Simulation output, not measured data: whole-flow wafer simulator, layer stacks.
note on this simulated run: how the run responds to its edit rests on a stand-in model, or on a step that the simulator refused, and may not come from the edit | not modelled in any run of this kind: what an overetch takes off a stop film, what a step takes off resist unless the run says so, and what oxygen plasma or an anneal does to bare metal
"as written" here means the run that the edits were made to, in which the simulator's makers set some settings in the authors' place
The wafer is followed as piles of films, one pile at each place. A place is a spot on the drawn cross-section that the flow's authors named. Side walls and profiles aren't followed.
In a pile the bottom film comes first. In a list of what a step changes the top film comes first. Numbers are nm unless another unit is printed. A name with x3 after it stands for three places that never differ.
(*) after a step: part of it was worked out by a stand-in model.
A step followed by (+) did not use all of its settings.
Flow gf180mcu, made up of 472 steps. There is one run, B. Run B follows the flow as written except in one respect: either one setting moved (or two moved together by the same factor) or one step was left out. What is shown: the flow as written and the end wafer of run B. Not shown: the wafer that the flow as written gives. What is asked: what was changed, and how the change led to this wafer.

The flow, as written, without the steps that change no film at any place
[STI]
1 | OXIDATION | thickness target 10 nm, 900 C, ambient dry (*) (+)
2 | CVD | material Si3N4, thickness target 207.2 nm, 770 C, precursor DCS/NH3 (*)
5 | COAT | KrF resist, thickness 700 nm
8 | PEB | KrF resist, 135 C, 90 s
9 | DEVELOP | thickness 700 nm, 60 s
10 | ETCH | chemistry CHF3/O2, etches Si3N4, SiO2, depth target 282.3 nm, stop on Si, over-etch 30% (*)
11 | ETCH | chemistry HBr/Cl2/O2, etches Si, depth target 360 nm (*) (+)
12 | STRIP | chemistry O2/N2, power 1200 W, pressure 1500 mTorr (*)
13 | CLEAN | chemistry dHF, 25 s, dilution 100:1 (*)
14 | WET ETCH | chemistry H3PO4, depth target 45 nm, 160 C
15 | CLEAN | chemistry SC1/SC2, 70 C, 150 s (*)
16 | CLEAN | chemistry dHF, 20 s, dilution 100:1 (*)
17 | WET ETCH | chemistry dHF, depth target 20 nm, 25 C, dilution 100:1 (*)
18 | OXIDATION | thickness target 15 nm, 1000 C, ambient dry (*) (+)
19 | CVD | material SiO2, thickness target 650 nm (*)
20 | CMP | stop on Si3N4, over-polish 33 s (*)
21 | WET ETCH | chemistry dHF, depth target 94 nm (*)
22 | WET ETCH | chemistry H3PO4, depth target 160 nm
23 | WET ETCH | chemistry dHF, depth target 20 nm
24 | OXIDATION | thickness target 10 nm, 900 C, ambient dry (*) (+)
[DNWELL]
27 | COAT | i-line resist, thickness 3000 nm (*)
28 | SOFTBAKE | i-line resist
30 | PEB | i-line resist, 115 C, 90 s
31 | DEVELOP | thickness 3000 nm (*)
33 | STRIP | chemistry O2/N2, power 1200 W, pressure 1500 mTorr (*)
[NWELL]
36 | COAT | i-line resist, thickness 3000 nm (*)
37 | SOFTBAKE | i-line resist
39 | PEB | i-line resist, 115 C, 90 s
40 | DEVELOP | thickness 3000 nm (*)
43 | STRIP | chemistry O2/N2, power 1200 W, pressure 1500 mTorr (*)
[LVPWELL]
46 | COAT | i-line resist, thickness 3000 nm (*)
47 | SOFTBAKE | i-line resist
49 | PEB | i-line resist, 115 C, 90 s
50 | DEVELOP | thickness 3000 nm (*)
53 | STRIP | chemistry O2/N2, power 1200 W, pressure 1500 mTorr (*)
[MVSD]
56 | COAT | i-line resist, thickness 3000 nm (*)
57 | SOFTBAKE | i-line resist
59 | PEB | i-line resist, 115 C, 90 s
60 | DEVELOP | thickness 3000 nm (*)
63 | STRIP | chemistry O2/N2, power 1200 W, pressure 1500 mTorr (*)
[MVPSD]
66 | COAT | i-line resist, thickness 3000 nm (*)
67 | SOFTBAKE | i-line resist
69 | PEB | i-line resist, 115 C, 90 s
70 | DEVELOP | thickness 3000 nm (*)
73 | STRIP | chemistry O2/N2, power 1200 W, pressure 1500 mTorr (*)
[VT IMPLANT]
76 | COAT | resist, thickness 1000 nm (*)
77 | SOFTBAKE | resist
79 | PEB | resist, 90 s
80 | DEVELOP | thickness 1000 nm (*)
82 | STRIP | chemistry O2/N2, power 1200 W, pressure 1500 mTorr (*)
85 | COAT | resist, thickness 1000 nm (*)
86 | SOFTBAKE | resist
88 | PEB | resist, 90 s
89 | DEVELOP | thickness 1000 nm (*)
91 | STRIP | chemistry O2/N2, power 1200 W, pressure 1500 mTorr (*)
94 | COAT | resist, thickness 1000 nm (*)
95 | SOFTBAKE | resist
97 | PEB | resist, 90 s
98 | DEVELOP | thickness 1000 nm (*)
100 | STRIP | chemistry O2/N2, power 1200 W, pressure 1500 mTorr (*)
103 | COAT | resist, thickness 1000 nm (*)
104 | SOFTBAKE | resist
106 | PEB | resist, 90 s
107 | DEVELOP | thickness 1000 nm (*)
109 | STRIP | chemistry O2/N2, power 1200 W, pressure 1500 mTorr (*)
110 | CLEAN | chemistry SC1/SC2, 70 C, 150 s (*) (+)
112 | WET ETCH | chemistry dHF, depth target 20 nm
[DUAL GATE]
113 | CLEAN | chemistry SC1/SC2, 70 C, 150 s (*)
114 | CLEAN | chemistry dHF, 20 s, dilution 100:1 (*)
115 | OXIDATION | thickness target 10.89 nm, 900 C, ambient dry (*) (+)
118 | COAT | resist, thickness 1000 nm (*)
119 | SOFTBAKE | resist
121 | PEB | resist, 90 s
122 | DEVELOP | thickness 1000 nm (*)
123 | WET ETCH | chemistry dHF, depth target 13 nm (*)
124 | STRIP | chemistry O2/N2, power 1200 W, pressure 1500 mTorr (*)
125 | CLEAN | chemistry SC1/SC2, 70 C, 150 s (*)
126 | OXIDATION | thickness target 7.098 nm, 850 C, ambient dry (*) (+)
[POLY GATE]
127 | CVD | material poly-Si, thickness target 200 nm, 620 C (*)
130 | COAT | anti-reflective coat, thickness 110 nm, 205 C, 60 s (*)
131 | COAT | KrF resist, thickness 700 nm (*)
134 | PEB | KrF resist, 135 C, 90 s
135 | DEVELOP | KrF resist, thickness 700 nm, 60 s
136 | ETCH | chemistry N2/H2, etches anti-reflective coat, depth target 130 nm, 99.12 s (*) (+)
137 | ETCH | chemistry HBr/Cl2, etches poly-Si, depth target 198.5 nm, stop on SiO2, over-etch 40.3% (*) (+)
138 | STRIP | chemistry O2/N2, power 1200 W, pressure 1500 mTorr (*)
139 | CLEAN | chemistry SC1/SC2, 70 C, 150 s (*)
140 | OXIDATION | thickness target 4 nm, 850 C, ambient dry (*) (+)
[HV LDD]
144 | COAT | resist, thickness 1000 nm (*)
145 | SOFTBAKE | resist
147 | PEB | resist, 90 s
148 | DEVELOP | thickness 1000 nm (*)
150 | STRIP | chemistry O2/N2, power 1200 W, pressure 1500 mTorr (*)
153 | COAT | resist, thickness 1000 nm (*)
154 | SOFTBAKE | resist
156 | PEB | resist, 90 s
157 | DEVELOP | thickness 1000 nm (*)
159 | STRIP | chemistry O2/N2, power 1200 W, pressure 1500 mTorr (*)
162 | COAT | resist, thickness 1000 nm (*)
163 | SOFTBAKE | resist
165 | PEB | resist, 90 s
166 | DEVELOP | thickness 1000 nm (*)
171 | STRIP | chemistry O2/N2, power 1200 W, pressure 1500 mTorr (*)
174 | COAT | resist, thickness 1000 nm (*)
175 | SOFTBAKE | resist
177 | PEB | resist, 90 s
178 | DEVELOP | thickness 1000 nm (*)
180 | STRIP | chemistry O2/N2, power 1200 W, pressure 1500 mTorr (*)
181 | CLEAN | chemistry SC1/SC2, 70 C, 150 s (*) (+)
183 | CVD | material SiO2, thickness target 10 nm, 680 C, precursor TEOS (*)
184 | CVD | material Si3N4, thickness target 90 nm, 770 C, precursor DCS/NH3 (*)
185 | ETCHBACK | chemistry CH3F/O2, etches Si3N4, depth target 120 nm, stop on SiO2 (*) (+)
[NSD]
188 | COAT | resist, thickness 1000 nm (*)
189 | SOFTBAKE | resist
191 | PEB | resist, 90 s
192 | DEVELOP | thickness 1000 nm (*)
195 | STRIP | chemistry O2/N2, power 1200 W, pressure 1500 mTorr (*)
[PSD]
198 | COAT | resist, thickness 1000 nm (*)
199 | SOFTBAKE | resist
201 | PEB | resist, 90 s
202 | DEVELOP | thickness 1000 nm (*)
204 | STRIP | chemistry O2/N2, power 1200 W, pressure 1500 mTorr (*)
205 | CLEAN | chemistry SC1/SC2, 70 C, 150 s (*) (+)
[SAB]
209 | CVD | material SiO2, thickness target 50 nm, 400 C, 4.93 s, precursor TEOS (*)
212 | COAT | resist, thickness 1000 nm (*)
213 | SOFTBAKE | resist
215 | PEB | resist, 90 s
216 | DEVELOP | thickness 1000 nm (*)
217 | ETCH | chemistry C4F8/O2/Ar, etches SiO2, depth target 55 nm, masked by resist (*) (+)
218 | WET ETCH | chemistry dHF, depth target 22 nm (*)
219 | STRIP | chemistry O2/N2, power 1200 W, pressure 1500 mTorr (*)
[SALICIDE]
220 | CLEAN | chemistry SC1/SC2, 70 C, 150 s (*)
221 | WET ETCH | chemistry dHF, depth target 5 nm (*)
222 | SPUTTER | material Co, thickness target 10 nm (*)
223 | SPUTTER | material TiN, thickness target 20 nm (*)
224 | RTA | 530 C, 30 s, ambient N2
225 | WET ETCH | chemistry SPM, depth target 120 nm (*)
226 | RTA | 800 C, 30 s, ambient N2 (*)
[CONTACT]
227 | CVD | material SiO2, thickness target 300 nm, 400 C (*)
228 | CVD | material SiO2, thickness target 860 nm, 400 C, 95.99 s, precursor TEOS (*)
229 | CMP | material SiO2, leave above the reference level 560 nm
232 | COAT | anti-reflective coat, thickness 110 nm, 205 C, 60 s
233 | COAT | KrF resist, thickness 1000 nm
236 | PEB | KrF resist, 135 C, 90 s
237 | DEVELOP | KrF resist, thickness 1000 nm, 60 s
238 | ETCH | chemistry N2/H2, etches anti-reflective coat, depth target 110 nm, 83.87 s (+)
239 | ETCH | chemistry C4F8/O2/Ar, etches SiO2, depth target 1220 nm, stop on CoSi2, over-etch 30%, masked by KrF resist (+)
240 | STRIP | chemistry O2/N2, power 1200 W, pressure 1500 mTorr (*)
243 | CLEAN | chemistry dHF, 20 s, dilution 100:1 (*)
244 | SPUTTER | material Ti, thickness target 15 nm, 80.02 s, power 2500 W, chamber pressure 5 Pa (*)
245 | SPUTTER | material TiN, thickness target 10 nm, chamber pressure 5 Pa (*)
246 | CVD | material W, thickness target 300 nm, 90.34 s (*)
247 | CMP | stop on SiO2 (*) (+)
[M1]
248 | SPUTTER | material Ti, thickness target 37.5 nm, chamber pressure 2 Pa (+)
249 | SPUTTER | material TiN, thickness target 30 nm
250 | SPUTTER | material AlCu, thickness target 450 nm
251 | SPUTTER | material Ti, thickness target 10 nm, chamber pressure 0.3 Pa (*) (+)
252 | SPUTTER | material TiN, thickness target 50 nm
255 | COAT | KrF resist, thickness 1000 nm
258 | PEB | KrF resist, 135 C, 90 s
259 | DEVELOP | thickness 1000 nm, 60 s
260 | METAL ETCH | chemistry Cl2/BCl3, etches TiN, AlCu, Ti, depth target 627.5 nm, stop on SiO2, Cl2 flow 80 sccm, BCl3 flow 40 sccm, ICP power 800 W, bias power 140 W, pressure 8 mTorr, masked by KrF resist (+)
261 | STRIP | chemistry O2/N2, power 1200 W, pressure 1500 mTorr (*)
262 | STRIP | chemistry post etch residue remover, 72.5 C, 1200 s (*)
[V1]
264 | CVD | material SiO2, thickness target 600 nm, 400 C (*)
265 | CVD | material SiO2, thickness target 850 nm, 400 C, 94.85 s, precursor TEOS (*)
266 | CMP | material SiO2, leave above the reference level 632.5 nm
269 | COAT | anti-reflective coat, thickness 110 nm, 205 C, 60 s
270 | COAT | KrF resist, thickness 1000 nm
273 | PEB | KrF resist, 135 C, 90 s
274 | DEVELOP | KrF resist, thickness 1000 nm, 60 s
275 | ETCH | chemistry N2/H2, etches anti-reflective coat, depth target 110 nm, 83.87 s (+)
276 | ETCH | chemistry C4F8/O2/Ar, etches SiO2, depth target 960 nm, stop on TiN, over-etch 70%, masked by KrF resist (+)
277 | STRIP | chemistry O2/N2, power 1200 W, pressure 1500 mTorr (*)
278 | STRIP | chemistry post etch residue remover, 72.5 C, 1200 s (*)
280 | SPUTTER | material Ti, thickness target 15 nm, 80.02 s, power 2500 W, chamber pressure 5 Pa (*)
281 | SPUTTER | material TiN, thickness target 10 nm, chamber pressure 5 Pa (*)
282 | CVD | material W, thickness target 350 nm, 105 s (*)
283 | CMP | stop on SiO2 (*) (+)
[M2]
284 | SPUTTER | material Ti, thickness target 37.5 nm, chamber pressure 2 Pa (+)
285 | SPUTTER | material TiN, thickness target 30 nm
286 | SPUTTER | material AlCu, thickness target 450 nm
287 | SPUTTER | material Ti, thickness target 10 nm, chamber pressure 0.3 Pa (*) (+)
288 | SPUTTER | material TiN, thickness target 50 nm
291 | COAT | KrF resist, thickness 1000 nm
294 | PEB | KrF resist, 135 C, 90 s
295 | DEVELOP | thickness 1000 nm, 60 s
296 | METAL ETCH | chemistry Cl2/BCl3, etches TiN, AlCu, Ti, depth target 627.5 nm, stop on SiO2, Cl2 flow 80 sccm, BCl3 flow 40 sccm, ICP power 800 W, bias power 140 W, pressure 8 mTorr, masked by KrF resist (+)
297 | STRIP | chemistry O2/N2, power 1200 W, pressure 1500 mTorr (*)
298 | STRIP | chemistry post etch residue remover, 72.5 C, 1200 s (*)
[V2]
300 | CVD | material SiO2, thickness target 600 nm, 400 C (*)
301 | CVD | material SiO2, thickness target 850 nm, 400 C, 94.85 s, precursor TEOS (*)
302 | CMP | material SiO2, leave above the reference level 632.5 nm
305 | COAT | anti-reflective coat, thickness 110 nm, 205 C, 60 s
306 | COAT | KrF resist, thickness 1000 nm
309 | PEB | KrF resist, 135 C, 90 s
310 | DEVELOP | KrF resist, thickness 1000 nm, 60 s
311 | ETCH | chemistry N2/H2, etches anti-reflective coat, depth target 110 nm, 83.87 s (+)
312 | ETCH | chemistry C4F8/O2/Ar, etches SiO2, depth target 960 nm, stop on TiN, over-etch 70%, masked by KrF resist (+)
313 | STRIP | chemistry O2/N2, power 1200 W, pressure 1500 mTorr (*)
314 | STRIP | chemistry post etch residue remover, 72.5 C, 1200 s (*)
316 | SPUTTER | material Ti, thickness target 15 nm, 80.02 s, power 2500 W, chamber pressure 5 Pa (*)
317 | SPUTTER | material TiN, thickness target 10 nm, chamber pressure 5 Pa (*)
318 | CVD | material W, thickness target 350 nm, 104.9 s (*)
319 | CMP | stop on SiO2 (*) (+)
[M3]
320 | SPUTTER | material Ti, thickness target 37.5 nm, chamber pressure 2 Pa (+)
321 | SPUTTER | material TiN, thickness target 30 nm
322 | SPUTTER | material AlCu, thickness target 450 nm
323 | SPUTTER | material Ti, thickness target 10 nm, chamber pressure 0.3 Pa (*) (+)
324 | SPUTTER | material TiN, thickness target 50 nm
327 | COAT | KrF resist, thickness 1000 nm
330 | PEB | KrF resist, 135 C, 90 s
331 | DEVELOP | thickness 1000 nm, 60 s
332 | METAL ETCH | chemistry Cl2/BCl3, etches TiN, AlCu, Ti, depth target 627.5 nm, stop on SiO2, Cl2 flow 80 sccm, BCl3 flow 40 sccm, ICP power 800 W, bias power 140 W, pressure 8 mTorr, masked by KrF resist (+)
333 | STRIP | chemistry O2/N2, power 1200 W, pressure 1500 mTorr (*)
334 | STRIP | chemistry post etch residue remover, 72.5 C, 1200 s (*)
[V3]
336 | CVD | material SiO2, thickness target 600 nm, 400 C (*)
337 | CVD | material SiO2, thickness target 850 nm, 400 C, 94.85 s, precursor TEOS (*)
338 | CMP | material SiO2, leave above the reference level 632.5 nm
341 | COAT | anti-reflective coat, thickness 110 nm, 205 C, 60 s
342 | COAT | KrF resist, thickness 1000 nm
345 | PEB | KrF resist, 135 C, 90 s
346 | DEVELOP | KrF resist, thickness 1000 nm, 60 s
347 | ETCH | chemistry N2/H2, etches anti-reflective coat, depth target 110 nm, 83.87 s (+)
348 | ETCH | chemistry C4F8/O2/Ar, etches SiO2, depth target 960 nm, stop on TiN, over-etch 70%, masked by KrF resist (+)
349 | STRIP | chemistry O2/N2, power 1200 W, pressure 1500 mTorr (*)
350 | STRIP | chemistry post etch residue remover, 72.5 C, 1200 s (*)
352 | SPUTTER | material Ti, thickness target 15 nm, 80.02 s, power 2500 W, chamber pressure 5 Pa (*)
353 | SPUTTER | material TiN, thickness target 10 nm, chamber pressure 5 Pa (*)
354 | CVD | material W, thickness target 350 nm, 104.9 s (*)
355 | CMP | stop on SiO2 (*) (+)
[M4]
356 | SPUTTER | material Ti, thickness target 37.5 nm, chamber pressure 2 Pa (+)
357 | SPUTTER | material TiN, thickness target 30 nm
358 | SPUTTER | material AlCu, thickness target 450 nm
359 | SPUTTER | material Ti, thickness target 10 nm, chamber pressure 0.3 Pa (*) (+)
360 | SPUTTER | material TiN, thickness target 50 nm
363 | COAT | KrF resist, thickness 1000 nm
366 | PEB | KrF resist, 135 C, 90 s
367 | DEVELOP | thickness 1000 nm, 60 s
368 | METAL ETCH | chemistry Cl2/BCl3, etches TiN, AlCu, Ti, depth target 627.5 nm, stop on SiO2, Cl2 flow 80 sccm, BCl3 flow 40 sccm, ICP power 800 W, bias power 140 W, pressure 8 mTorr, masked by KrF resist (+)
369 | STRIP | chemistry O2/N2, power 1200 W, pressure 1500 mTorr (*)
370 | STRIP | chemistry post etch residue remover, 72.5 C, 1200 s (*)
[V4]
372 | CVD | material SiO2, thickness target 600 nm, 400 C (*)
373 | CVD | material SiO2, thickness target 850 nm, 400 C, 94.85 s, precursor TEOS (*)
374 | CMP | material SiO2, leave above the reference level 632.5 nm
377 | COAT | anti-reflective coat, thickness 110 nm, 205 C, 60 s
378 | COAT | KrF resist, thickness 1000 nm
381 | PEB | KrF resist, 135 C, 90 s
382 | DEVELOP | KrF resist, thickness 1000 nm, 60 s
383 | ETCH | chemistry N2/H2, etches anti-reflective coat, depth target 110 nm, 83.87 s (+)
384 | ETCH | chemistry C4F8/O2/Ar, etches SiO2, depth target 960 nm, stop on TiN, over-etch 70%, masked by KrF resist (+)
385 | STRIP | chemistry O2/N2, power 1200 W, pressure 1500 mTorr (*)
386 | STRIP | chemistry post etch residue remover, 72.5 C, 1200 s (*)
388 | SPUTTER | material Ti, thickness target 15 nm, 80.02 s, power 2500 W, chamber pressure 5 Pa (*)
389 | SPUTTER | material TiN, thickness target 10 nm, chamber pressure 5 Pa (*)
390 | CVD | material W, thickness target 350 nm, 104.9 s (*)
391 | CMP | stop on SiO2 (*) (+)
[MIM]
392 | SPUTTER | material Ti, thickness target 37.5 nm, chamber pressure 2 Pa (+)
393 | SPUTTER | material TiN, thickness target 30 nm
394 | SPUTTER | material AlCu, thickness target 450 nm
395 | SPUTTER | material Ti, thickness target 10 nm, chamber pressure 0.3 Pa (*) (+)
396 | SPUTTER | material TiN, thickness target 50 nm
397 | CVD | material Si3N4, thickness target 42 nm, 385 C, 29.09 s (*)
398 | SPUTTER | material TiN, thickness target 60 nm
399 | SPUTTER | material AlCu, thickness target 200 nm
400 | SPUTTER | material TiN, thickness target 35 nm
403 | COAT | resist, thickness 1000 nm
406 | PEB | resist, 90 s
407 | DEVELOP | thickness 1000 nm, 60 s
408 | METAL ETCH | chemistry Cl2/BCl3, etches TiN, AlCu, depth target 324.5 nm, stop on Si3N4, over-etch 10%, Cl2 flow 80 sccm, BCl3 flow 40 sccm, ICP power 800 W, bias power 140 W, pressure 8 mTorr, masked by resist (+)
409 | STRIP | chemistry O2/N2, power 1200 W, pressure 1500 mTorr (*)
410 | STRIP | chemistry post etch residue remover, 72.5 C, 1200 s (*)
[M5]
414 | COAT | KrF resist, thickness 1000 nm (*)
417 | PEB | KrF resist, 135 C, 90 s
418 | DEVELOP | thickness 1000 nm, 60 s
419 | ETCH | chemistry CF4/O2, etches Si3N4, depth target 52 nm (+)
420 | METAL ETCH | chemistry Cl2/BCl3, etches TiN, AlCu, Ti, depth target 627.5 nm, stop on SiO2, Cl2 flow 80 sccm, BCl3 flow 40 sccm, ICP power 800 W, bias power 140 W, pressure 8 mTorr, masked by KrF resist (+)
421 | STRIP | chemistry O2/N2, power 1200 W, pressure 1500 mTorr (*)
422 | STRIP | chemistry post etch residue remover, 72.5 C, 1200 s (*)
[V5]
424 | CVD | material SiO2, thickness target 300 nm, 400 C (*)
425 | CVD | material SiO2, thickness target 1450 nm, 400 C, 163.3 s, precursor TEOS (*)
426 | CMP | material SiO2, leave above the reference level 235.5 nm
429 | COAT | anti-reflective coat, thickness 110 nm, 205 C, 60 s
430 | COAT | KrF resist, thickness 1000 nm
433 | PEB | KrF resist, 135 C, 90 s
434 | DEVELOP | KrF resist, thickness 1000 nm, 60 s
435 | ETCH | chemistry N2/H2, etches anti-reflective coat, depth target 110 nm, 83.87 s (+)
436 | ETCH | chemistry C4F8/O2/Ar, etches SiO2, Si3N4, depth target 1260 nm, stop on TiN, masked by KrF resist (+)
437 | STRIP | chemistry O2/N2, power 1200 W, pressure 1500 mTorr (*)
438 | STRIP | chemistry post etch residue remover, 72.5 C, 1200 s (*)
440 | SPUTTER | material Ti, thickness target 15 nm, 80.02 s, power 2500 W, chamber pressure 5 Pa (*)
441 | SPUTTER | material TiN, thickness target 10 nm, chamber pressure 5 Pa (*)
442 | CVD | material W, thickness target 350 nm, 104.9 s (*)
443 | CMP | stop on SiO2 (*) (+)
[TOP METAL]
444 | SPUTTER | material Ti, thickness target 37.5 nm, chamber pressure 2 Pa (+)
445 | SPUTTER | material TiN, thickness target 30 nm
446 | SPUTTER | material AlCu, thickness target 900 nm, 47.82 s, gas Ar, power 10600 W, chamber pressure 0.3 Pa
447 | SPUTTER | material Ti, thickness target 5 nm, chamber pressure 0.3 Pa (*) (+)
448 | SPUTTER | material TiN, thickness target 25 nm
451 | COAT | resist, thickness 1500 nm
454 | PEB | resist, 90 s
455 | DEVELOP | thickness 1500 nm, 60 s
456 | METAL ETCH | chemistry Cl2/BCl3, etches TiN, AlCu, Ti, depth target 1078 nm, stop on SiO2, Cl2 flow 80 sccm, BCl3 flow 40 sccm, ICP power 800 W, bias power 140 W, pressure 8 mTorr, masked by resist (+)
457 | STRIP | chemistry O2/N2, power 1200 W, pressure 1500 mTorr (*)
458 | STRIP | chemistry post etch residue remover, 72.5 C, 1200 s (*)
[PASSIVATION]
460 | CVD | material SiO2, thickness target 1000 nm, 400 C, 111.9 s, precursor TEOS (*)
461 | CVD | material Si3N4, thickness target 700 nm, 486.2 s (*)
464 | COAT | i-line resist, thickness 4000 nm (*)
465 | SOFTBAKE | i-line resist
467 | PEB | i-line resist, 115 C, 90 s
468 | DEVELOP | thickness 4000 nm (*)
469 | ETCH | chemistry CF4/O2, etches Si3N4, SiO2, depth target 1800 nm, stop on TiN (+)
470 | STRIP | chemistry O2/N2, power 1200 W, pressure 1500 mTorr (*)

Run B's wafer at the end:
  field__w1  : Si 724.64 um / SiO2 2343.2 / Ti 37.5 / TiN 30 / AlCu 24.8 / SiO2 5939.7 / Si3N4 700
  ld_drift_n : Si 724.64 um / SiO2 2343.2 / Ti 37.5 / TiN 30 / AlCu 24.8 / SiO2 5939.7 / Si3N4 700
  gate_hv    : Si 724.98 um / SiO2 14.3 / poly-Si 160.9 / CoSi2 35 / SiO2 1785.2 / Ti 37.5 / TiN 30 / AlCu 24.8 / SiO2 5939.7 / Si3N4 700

Cause: step 286, SPUTTER: thickness target 598 nm was run, while the flow as written has thickness target 450 nm.

The path from the change to this, step by step:
  286 | SPUTTER | material AlCu, thickness target 450 nm
      field, field__w1, field__w2 and 108 more: +598 AlCu (new film) (as written it would have been: +450 AlCu (new film))
  296 | METAL ETCH | chemistry Cl2/BCl3, etches TiN, AlCu, Ti, depth target 627.5 nm, stop on SiO2, Cl2 flow 80 sccm, BCl3 flow 40 sccm, ICP power 800 W, bias power 140 W, pressure 8 mTorr, masked by KrF resist (+)
      field, field__w1, field__w2 and 103 more: -50 TiN (all of it), -10 Ti (all of it), -567.5 AlCu (as written it would have been: -50 TiN (all of it), -10 Ti (all of it), -450 AlCu (all of it), -30 TiN (all of it), -37.5 Ti (all of it))
  298 | STRIP | chemistry post etch residue remover, 72.5 C, 1200 s (*)
      field, field__w1, field__w2 and 103 more: -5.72 AlCu (as written it would have been: nothing)
  300 | CVD | material SiO2, thickness target 600 nm, 400 C (*)
      field, field__w1, field__w2 and 103 more: +600 SiO2 (new film) (as written it would have been: +600 SiO2)
  302 | CMP | material SiO2, leave above the reference level 632.5 nm
      field, field__w1, field__w2 and 103 more: -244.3 SiO2 (as written it would have been: -300 SiO2)
If metal films that touch count as one body, field__w1 has 1 body; the flow as written gives 0 bodies.
If metal films that touch count as one body, ld_drift_n has 1 body; the flow as written gives 0 bodies.
If metal films that touch count as one body, gate_hv has 2 bodies (between them, from the top down: SiO2 1785.2); the flow as written gives 1 body.
